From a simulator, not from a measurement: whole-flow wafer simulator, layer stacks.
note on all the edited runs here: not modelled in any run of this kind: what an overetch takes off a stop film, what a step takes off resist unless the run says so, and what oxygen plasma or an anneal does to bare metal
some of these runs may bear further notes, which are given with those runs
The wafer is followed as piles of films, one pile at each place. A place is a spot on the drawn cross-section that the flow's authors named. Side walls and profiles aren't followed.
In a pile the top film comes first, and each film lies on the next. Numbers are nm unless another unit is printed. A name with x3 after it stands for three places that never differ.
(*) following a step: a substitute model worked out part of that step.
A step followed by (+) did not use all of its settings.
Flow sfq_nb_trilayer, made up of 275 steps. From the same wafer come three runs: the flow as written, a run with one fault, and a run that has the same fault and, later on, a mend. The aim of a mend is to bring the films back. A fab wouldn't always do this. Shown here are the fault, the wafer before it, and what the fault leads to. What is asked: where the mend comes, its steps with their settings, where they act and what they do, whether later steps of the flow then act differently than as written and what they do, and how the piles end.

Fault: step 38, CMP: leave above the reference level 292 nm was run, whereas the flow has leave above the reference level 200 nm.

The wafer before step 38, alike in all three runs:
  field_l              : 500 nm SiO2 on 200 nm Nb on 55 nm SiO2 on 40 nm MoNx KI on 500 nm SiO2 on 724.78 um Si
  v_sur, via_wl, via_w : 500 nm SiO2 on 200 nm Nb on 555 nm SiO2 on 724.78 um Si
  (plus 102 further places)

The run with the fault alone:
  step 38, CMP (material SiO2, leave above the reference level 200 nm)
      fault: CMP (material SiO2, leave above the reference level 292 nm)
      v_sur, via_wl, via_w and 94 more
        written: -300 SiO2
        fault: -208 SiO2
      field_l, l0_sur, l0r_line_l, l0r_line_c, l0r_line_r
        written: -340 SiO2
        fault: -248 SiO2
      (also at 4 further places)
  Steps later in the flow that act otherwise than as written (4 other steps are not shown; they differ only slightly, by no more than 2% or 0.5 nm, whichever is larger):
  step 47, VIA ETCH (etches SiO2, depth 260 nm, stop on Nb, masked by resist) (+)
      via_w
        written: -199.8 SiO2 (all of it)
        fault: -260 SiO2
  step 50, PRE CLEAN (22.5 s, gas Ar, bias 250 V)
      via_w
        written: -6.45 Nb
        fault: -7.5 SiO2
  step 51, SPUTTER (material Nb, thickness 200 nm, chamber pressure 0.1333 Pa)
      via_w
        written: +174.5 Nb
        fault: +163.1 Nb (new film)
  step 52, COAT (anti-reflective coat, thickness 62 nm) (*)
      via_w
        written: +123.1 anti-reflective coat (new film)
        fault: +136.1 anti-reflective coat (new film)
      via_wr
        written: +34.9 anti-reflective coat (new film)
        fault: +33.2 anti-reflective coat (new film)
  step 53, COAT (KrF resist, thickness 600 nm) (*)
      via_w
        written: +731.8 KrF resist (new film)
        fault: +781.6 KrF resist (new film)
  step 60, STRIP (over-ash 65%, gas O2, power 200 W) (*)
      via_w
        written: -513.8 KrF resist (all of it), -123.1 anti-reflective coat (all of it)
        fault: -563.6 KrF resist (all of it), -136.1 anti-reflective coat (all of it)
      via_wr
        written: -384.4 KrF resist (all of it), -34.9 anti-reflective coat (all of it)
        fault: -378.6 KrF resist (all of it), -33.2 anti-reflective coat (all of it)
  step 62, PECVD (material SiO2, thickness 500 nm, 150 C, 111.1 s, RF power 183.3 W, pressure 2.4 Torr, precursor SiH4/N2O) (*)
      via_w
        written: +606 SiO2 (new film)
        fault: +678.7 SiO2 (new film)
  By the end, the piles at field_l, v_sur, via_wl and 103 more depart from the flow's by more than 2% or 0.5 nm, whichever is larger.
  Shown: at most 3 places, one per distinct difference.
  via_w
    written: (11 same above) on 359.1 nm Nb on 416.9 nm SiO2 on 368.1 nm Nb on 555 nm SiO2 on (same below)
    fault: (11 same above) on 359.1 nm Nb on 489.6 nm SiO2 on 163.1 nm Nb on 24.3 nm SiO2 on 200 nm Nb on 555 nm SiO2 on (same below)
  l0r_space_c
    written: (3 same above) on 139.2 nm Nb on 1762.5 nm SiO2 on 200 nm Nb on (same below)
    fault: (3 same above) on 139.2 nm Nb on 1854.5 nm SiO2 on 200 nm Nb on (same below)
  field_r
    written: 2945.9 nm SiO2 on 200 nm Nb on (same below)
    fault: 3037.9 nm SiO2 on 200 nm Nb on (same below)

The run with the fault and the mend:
  After step 39 comes the mend.
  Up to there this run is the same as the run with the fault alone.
  step 39a, CMP (material SiO2, leave above the reference level 200 nm) (the flow's step 38, run once more)
      field_l, v_sur, via_wl and 103 more
        -92 SiO2
  None of the later steps of the flow acts differently than as written at any place that is followed.
  By the end, the piles equal the flow's at every place that both follow.
